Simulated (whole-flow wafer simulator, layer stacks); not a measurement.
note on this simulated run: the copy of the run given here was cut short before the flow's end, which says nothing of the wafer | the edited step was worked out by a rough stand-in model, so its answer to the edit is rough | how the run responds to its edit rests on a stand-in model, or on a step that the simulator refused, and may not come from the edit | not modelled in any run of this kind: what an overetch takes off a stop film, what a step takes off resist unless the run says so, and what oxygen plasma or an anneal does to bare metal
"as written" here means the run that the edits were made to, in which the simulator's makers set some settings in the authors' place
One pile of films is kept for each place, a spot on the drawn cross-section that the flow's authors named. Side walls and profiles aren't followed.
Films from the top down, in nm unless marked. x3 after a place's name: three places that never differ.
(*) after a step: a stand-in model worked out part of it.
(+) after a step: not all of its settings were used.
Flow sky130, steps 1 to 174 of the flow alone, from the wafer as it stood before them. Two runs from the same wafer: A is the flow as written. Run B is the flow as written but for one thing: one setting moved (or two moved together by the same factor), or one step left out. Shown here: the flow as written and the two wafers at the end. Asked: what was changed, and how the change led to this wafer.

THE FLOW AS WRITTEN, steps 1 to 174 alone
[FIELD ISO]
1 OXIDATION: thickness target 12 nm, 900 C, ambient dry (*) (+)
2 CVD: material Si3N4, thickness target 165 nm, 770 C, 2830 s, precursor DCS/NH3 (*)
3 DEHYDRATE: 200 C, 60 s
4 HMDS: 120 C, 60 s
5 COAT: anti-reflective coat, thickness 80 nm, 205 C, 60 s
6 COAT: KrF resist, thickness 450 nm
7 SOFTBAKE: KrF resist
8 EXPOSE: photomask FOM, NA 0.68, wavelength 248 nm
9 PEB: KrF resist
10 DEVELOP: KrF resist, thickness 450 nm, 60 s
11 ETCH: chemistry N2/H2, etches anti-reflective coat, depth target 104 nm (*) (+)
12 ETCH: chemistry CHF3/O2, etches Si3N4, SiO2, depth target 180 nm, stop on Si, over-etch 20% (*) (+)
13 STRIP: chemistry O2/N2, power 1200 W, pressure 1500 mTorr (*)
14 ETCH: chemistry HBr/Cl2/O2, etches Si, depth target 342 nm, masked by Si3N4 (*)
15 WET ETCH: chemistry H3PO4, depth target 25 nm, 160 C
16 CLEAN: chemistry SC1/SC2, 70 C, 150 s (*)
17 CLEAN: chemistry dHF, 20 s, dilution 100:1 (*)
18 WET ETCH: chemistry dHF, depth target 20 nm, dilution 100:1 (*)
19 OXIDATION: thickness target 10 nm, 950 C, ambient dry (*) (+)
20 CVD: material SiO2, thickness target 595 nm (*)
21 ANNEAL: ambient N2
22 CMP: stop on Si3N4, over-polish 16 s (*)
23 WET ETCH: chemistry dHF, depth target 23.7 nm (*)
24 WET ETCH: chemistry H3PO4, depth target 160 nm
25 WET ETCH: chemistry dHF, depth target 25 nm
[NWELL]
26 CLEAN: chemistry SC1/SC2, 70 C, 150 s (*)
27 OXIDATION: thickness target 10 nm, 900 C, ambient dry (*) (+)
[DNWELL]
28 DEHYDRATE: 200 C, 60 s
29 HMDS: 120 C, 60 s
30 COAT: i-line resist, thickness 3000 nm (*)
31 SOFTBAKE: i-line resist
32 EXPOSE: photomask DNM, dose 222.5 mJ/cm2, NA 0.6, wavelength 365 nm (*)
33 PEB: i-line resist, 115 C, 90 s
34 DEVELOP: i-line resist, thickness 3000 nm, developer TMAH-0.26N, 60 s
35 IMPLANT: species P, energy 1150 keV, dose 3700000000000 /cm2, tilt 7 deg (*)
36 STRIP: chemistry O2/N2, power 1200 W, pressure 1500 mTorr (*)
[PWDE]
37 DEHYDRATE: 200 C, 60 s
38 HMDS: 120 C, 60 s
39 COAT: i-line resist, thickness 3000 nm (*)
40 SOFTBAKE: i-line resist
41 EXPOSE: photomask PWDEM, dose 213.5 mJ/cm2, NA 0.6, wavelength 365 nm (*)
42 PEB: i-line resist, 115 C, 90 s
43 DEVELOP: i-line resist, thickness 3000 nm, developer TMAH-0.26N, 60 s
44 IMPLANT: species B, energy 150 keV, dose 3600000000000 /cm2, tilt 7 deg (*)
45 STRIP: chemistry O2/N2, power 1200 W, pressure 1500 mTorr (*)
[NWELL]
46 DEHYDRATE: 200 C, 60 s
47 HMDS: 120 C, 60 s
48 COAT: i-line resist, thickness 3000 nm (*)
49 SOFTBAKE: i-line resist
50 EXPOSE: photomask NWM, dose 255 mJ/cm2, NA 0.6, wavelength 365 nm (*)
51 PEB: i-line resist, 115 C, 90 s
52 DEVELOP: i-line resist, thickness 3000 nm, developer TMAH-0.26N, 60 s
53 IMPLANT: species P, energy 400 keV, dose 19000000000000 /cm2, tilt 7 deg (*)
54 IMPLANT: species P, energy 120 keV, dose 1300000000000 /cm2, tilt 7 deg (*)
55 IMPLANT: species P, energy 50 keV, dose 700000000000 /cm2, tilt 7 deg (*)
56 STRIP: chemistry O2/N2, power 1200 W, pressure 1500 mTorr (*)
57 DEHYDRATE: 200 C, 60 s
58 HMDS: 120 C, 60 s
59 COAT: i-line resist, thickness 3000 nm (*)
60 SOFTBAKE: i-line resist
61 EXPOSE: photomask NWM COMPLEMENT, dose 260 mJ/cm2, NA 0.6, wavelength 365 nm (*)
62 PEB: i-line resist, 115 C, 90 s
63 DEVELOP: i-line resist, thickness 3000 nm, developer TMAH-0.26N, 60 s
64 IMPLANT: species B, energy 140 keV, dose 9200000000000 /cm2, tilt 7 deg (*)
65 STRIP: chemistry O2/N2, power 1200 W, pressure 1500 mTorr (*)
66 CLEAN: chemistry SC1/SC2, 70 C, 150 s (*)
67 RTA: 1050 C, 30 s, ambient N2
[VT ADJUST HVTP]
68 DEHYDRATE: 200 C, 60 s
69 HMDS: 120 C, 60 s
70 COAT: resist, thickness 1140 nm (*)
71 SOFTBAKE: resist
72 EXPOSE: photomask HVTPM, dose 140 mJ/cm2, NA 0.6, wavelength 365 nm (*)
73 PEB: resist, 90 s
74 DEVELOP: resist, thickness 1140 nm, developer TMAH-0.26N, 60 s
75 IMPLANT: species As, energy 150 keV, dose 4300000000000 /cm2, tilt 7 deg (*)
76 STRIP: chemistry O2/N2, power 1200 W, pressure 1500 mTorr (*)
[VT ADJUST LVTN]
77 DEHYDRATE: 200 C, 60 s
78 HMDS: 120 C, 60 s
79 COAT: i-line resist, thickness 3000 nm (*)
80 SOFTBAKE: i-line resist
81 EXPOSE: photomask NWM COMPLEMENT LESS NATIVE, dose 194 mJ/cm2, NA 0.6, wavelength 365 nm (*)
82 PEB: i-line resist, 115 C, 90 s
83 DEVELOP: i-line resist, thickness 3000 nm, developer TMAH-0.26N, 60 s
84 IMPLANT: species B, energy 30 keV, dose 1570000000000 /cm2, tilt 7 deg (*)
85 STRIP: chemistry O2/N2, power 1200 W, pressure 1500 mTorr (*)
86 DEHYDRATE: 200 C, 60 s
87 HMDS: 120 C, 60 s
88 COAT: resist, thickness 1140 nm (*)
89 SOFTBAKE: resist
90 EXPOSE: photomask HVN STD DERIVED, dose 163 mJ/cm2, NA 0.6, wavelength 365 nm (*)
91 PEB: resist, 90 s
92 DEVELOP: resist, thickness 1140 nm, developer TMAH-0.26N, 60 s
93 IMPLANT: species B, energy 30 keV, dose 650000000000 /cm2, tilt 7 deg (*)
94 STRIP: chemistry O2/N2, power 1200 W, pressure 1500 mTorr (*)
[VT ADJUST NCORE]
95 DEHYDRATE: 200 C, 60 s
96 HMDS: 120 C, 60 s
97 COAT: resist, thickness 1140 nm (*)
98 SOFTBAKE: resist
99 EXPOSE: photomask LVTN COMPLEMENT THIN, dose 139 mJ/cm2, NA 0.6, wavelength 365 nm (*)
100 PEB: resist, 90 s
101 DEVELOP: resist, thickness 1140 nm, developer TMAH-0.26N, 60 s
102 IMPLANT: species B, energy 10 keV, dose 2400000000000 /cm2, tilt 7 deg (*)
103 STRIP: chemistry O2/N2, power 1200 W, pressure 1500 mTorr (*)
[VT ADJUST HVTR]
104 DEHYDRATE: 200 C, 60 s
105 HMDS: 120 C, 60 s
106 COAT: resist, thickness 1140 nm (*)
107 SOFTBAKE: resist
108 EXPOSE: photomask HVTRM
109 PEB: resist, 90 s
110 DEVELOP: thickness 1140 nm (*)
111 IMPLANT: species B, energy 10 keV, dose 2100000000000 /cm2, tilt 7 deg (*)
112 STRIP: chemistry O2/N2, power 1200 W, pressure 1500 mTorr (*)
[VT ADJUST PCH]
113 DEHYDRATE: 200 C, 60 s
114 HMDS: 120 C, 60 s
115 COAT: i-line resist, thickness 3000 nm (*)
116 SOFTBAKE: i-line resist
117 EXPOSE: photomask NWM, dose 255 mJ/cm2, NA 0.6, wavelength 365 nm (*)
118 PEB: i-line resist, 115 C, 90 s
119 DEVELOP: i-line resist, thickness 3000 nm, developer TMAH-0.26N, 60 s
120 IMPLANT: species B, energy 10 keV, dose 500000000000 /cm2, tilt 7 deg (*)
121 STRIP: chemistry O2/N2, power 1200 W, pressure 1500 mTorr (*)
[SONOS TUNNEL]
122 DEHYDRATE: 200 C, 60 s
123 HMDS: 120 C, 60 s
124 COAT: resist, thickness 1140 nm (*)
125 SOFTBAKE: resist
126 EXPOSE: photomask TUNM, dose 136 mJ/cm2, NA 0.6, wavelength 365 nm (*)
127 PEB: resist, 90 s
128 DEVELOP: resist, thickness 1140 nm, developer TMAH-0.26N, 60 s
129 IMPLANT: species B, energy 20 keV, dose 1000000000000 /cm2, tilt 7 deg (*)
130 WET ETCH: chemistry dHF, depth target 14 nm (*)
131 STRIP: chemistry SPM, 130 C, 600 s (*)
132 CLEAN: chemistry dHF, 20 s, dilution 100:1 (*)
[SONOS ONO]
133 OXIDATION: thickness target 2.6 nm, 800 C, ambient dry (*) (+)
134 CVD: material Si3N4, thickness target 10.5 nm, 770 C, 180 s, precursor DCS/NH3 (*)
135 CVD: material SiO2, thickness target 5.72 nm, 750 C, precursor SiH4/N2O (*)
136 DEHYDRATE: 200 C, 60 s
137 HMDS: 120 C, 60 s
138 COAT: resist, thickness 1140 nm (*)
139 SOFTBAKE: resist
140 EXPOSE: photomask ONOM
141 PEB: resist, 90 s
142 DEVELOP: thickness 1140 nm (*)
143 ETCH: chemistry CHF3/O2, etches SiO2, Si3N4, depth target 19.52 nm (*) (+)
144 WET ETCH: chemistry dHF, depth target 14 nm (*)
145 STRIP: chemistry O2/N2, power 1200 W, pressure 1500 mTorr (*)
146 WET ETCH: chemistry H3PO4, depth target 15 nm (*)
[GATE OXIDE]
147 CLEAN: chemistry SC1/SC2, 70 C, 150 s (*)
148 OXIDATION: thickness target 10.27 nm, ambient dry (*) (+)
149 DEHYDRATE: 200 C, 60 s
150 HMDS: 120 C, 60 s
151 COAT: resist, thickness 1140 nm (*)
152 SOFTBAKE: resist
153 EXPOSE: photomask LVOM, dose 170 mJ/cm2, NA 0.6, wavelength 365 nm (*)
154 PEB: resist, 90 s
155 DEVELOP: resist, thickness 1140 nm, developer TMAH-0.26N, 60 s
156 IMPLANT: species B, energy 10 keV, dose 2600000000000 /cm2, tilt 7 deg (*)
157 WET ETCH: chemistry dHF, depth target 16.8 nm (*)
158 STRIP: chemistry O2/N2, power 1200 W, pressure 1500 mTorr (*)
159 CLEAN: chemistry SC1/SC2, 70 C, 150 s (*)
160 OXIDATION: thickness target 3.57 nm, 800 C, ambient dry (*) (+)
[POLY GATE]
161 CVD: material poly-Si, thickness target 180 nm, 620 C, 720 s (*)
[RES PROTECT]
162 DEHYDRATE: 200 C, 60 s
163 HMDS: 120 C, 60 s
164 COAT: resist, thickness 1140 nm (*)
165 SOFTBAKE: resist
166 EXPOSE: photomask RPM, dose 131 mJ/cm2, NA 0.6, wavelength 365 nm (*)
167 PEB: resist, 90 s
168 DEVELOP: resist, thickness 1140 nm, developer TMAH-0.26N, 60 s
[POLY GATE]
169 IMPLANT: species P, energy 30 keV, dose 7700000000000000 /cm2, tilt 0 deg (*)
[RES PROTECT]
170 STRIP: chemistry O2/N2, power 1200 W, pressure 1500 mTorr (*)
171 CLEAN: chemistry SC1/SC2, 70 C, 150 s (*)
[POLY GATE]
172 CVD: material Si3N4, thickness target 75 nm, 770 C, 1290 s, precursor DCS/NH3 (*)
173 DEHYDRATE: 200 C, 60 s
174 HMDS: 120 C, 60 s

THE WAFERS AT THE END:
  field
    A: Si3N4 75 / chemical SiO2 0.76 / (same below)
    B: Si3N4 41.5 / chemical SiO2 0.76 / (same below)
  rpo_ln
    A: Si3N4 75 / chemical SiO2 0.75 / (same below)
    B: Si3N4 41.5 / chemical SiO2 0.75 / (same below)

The cause: step 172, CVD: 735 C was run, where the flow has 770 C.

How the change led to this, step by step:
  172 CVD: material Si3N4, thickness target 75 nm, 770 C, 1290 s, precursor DCS/NH3 (*)
      field, active, n_well and 187 more: A Si3N4 +75 (new film) | B Si3N4 +41.5 (new film)
